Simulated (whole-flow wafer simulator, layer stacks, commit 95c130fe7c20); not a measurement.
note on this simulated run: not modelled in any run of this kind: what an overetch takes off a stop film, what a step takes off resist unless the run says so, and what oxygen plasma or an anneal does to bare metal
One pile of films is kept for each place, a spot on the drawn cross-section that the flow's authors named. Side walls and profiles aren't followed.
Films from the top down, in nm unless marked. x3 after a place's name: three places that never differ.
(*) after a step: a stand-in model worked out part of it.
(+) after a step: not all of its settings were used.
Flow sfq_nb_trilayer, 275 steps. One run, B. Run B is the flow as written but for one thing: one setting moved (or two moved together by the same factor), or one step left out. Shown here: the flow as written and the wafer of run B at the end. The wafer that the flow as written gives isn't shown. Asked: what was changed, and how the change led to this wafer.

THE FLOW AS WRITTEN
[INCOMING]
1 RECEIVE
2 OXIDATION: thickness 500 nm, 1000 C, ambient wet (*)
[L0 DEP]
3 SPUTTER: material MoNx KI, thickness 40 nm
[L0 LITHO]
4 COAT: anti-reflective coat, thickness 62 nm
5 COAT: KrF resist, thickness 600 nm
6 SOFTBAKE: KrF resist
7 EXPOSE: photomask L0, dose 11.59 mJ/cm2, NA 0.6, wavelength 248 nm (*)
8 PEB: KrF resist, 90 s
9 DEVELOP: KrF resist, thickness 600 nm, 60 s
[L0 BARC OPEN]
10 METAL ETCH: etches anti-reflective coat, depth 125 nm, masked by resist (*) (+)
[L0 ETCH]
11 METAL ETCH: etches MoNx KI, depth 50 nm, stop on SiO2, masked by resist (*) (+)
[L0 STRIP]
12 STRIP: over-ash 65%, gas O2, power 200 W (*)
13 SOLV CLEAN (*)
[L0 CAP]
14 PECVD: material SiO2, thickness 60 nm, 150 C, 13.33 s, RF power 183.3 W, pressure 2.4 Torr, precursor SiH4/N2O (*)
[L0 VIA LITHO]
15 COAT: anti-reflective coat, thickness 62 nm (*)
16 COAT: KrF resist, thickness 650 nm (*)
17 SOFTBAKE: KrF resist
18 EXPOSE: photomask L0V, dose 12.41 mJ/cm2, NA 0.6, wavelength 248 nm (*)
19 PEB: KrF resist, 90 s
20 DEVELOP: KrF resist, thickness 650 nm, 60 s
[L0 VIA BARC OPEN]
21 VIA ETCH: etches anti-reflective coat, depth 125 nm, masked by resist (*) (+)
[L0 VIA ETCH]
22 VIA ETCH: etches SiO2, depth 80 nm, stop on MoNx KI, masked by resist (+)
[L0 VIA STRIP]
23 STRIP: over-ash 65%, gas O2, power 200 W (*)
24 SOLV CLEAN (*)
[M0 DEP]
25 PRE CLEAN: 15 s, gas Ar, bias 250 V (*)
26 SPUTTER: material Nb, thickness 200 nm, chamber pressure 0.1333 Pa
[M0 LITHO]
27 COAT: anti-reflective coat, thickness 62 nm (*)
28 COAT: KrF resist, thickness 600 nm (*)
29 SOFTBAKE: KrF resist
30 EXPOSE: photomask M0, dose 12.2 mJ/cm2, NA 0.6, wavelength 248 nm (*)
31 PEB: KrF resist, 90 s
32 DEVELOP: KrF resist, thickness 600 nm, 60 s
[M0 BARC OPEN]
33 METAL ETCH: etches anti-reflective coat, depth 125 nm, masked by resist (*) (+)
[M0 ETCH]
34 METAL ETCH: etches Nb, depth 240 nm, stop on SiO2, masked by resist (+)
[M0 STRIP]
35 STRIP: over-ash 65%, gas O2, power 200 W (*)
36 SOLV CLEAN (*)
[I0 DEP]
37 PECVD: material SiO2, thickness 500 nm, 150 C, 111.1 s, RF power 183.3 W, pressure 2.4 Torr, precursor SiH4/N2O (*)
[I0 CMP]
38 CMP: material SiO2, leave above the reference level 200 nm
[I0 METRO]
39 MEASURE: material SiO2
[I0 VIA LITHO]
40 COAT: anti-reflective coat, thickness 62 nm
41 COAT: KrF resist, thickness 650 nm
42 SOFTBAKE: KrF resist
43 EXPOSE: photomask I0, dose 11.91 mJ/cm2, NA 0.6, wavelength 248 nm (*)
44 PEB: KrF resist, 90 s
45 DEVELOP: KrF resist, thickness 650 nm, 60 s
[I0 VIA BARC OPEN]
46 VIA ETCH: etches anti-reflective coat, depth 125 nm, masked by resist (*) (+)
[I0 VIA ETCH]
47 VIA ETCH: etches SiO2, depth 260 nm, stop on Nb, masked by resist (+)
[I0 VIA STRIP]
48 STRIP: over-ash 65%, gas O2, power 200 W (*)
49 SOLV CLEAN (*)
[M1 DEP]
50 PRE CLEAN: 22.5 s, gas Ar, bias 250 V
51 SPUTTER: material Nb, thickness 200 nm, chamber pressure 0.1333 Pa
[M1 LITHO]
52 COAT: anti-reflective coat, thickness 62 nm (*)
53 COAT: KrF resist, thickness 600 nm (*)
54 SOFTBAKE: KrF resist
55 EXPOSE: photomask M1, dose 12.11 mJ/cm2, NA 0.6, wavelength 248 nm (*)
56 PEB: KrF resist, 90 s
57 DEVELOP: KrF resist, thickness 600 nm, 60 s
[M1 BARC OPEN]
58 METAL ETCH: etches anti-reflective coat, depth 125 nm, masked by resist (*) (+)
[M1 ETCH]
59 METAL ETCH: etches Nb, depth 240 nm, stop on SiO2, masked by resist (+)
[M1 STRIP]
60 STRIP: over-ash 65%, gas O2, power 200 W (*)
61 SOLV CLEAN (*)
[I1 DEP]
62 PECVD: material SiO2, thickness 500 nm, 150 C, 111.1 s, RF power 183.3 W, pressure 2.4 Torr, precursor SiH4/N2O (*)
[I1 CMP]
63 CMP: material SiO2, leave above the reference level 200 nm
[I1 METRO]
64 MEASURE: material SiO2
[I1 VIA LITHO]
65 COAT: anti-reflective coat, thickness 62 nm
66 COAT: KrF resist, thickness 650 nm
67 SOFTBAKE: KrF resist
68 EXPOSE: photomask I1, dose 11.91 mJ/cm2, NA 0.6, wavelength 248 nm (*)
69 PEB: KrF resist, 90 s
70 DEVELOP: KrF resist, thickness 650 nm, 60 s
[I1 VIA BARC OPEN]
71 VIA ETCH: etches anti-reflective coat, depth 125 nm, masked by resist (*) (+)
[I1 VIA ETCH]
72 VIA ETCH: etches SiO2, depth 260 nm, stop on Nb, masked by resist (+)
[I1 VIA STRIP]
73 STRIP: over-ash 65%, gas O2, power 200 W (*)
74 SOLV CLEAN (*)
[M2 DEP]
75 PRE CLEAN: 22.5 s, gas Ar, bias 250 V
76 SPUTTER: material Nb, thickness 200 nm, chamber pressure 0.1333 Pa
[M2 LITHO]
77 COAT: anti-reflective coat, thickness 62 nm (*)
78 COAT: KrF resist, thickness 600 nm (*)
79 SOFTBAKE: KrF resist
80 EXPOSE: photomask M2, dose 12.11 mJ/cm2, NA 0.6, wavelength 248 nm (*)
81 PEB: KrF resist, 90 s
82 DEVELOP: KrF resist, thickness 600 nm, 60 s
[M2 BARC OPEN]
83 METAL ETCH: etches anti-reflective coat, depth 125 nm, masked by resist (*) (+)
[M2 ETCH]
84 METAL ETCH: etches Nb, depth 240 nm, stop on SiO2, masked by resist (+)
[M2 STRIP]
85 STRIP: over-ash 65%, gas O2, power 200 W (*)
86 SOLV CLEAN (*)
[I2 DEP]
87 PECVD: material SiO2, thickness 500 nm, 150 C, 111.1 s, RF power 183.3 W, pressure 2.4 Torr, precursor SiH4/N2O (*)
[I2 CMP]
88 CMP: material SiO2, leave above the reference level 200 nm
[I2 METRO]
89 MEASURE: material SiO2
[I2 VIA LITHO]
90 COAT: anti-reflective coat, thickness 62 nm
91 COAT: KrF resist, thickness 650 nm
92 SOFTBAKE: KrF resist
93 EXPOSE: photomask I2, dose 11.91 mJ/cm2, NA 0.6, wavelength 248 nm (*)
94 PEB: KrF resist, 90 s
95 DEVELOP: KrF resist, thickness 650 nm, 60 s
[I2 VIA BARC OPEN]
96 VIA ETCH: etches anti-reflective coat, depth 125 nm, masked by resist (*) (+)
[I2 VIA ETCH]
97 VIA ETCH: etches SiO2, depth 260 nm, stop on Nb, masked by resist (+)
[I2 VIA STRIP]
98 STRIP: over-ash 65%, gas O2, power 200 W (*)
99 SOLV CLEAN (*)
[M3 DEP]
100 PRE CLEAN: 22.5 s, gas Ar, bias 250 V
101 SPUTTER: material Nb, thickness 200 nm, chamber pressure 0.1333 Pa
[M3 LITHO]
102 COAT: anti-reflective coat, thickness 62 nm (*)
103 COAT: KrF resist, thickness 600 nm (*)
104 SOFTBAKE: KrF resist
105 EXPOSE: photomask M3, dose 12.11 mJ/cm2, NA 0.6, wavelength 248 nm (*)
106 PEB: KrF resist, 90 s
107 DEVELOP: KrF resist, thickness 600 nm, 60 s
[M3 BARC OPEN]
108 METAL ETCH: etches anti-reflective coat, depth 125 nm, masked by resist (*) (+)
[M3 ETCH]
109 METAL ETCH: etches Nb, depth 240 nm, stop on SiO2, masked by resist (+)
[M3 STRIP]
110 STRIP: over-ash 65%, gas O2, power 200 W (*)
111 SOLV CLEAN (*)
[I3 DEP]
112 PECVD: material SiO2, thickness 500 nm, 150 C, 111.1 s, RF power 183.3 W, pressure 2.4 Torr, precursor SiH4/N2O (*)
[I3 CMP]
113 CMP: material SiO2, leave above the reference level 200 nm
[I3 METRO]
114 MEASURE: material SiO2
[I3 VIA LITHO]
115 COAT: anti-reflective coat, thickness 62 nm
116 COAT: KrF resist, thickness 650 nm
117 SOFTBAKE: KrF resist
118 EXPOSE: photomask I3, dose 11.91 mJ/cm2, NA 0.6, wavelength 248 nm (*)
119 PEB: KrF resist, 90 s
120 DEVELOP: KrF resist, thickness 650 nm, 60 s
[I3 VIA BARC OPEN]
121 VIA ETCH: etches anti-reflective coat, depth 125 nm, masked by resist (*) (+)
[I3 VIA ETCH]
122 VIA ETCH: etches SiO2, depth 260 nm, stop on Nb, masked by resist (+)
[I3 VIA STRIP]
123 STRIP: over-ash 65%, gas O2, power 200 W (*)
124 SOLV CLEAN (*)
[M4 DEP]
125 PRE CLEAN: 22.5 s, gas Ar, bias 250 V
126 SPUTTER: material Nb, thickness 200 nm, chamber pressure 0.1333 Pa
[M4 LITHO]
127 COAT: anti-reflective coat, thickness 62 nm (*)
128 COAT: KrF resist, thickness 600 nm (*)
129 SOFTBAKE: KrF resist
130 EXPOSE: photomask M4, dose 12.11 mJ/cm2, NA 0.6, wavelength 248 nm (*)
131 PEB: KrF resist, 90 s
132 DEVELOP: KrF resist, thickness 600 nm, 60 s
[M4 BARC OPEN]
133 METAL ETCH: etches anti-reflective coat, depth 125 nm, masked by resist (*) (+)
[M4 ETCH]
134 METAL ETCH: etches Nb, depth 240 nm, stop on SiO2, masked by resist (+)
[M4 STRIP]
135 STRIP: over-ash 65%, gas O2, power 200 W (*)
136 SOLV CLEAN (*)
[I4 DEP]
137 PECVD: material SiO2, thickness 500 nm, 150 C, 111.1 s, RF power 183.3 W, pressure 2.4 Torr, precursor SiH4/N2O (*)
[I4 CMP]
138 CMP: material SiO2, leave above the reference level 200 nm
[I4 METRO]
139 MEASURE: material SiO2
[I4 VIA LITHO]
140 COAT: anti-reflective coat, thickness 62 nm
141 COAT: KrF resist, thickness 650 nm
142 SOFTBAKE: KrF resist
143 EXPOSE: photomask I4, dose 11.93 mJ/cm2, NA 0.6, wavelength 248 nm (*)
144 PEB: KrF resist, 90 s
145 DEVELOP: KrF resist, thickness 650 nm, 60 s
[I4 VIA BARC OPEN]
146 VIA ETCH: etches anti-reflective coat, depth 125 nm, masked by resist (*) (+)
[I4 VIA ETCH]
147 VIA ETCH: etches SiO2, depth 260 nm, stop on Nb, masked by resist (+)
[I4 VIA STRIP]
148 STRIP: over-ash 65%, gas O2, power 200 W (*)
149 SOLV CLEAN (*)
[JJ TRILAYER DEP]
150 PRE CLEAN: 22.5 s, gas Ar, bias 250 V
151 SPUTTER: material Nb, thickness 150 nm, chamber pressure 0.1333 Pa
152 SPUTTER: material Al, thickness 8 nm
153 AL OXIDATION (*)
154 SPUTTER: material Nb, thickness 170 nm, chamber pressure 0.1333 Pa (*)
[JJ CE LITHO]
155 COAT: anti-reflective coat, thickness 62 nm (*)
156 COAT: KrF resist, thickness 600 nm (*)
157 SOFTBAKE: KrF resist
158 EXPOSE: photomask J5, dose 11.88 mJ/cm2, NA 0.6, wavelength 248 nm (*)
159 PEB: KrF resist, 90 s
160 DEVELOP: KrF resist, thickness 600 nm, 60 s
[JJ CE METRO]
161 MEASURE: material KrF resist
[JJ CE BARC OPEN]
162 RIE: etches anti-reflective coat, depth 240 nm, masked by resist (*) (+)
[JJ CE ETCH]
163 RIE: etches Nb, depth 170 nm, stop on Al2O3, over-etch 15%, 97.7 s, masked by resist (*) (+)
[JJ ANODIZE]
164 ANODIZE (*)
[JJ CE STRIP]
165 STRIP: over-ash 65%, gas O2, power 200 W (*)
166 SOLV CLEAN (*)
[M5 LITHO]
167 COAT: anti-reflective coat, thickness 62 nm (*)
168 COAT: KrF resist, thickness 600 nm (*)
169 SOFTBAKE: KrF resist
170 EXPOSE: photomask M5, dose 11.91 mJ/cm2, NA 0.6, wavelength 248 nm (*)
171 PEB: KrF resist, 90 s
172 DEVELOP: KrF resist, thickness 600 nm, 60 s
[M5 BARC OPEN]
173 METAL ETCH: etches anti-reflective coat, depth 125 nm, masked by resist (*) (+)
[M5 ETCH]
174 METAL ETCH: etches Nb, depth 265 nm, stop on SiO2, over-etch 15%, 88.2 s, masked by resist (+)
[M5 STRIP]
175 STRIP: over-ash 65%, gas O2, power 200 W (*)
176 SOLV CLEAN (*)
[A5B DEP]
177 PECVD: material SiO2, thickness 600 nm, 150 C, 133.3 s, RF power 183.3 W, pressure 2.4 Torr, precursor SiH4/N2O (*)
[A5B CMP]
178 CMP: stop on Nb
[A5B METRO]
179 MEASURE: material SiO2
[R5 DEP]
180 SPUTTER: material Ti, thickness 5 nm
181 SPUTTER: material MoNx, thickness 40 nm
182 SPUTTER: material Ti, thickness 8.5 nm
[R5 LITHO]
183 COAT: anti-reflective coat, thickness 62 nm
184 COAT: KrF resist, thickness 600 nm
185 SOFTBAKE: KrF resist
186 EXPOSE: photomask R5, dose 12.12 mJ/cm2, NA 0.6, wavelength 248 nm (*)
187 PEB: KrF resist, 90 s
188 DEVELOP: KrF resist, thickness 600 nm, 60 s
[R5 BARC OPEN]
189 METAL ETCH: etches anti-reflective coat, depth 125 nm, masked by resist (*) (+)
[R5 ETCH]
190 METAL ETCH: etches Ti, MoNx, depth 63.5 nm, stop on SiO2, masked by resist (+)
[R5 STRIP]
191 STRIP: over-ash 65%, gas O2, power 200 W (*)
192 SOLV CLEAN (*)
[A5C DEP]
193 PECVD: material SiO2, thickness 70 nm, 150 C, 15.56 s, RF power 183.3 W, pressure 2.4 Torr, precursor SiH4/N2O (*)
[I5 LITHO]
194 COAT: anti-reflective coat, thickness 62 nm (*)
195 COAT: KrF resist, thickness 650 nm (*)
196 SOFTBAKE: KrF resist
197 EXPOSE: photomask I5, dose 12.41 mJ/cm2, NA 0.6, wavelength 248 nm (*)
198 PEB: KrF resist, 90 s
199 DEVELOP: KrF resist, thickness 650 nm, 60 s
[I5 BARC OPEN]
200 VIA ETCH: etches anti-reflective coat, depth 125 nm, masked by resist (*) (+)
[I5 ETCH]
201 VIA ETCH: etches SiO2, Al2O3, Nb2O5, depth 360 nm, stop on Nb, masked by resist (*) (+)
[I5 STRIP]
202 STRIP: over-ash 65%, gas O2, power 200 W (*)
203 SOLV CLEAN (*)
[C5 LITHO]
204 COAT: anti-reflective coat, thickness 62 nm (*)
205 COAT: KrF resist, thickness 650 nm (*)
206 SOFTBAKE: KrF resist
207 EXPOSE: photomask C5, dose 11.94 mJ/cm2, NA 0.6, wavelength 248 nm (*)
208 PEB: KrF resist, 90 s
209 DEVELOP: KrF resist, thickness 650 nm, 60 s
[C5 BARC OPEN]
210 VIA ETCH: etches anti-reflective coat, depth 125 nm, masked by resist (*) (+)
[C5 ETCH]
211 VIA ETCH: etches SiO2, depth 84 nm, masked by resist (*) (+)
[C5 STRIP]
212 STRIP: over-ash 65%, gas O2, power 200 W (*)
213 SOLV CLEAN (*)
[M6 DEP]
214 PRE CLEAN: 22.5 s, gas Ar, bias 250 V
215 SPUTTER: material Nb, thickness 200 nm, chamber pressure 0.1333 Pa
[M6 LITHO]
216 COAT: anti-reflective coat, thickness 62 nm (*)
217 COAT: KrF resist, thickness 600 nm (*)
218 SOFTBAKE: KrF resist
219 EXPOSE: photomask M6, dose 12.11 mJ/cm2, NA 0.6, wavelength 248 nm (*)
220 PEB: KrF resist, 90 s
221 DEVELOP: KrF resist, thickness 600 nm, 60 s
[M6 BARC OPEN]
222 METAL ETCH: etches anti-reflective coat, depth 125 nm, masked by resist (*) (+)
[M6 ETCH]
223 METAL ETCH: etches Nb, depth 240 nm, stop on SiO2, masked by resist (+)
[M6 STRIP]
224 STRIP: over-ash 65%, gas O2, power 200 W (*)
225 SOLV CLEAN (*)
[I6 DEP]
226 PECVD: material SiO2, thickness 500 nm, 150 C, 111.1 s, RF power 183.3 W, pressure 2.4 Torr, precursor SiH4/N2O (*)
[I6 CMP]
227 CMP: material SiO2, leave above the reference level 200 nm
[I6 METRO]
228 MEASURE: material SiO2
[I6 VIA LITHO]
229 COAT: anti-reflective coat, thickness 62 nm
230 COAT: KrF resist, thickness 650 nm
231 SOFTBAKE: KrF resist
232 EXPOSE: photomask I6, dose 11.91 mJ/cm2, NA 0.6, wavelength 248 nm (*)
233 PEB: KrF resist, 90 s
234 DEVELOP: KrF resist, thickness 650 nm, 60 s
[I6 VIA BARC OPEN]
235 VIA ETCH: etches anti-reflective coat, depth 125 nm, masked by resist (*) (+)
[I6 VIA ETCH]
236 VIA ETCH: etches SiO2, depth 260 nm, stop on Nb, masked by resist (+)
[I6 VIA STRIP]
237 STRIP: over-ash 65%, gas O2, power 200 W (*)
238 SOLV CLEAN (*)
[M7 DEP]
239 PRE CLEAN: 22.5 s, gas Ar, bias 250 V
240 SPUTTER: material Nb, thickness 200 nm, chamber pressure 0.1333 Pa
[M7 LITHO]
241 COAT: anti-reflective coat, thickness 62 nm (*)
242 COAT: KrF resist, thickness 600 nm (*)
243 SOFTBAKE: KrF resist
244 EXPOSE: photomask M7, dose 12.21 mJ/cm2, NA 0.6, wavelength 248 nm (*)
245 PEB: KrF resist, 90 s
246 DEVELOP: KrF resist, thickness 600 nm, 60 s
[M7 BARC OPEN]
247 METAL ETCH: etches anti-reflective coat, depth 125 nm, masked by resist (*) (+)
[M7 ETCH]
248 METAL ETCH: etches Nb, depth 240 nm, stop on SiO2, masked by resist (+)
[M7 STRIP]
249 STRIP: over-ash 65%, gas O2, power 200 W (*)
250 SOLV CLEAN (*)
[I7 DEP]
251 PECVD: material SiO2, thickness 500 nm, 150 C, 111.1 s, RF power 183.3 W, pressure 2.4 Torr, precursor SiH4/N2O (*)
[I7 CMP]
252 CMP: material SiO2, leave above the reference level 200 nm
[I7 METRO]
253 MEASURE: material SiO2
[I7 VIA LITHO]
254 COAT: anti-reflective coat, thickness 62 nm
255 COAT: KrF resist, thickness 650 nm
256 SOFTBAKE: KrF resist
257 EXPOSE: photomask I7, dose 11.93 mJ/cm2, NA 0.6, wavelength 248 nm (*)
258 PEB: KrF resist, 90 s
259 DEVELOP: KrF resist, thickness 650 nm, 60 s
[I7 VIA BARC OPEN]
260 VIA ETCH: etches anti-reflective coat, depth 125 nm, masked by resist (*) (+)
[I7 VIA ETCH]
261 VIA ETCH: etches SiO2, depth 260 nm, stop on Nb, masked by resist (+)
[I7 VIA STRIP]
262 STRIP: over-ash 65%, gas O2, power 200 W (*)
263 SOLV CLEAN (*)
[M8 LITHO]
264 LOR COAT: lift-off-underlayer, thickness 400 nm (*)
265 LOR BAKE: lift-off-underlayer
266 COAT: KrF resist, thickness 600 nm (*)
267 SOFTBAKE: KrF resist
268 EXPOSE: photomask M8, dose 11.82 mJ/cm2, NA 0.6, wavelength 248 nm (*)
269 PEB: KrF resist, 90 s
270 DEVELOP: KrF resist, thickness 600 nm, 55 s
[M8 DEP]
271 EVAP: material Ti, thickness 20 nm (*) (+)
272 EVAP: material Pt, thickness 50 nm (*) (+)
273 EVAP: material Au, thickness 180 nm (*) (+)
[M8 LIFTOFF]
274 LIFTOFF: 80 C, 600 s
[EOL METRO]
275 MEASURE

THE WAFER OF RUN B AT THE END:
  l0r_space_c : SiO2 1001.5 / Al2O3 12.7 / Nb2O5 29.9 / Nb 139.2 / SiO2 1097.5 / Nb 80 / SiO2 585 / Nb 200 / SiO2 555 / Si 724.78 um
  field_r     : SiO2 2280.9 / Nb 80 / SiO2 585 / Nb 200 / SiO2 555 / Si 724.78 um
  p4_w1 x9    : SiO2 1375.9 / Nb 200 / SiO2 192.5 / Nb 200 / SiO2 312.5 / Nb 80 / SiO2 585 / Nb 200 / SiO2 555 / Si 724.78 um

The cause: step 84, METAL ETCH: depth 120 nm was run, where the flow has depth 240 nm.

How the change led to this, step by step:
  84 METAL ETCH: etches Nb, depth 240 nm, stop on SiO2, masked by resist (+)
      field_l, be, be_sur and 81 more: Nb -120 (as written it would be: Nb -200 (all of it))
      v_sur, via_wl, via_w and 19 more: KrF resist -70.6 (as written it would be: KrF resist -141.2)
  85 STRIP: over-ash 65%, gas O2, power 200 W (*)
      wl_j_sl, wl_jj, wl_j_sr and 12 more: KrF resist -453 (all of it), anti-reflective coat -62 (all of it) (as written it would be: KrF resist -382.4 (all of it), anti-reflective coat -62 (all of it))
      v_sur: KrF resist -450.6 (all of it), anti-reflective coat -61.4 (all of it) (as written it would be: KrF resist -380 (all of it), anti-reflective coat -61.4 (all of it))
      (and at 6 more places)
  87 PECVD: material SiO2, thickness 500 nm, 150 C, 111.1 s, RF power 183.3 W, pressure 2.4 Torr, precursor SiH4/N2O (*)
      field_l, be, be_sur and 81 more: SiO2 +500 (new film) (as written it would be: SiO2 +500)
  88 CMP: material SiO2, leave above the reference level 200 nm
      field_l, be, be_sur and 81 more: SiO2 -180 (as written it would be: SiO2 -100)
Counting metal films that touch as one body, l0r_space_c has 3 bodies (between them, from the top down: SiO2 1097.5; SiO2 585); the flow as written gives 2 bodies (between them, from the top down: SiO2 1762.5).
Counting metal films that touch as one body, field_r has 2 bodies (between them, from the top down: SiO2 585); the flow as written gives 1 body.
Counting metal films that touch as one body, p4_w1 x9 has 4 bodies (between them, from the top down: SiO2 192.5; SiO2 312.5; SiO2 585); the flow as written gives 3 bodies (between them, from the top down: SiO2 192.5; SiO2 977.5).
